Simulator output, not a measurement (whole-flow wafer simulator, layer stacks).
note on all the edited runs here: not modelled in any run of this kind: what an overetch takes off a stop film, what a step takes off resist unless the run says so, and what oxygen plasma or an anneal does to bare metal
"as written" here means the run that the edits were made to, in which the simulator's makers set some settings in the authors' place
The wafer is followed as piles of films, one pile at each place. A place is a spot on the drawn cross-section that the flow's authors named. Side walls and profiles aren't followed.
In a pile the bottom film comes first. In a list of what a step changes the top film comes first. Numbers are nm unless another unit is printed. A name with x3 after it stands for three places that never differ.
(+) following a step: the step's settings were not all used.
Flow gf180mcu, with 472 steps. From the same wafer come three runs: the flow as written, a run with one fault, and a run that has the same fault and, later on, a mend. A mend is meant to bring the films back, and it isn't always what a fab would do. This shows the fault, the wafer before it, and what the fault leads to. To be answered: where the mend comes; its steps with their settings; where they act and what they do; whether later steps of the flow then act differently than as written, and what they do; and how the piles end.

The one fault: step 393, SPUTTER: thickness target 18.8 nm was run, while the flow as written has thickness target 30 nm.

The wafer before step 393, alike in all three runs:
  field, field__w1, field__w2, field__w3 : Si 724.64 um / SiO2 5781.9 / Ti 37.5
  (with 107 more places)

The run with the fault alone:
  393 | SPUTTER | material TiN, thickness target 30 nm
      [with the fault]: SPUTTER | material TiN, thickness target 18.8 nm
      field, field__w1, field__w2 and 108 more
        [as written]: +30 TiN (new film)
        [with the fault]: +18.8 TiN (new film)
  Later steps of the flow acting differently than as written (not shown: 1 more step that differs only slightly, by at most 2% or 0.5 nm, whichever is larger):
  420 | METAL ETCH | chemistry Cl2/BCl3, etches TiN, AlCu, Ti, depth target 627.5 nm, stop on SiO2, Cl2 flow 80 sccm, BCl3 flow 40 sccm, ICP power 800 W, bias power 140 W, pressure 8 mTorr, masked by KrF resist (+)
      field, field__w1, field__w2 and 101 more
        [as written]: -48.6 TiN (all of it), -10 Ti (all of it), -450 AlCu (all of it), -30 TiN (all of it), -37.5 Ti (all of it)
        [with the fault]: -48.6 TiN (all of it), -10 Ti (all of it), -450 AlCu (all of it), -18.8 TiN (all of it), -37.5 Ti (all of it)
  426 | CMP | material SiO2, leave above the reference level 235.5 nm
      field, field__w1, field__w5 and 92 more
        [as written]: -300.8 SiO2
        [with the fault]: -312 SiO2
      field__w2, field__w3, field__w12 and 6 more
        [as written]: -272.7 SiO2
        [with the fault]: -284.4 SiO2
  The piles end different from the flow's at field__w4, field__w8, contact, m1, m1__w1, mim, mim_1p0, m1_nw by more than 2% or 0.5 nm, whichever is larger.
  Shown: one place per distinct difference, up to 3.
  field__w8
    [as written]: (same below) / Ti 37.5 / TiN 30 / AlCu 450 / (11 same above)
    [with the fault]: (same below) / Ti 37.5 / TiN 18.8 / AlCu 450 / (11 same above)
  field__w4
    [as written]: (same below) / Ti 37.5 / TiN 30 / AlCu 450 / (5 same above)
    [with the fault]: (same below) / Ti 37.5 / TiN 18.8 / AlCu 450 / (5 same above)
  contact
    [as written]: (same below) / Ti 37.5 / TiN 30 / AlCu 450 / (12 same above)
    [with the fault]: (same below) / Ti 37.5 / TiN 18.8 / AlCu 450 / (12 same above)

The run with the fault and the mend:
  After step 393 comes the mend.
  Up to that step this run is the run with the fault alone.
  393a | SPUTTER | material TiN, thickness target 11.2 nm (the flow's step 393, run once more with other settings)
      field, field__w1, field__w2 and 108 more
        +11.2 TiN
  None of the later steps of the flow acts differently than as written at any place that is followed.
  At every place that both follow, the piles at the end match the flow's.
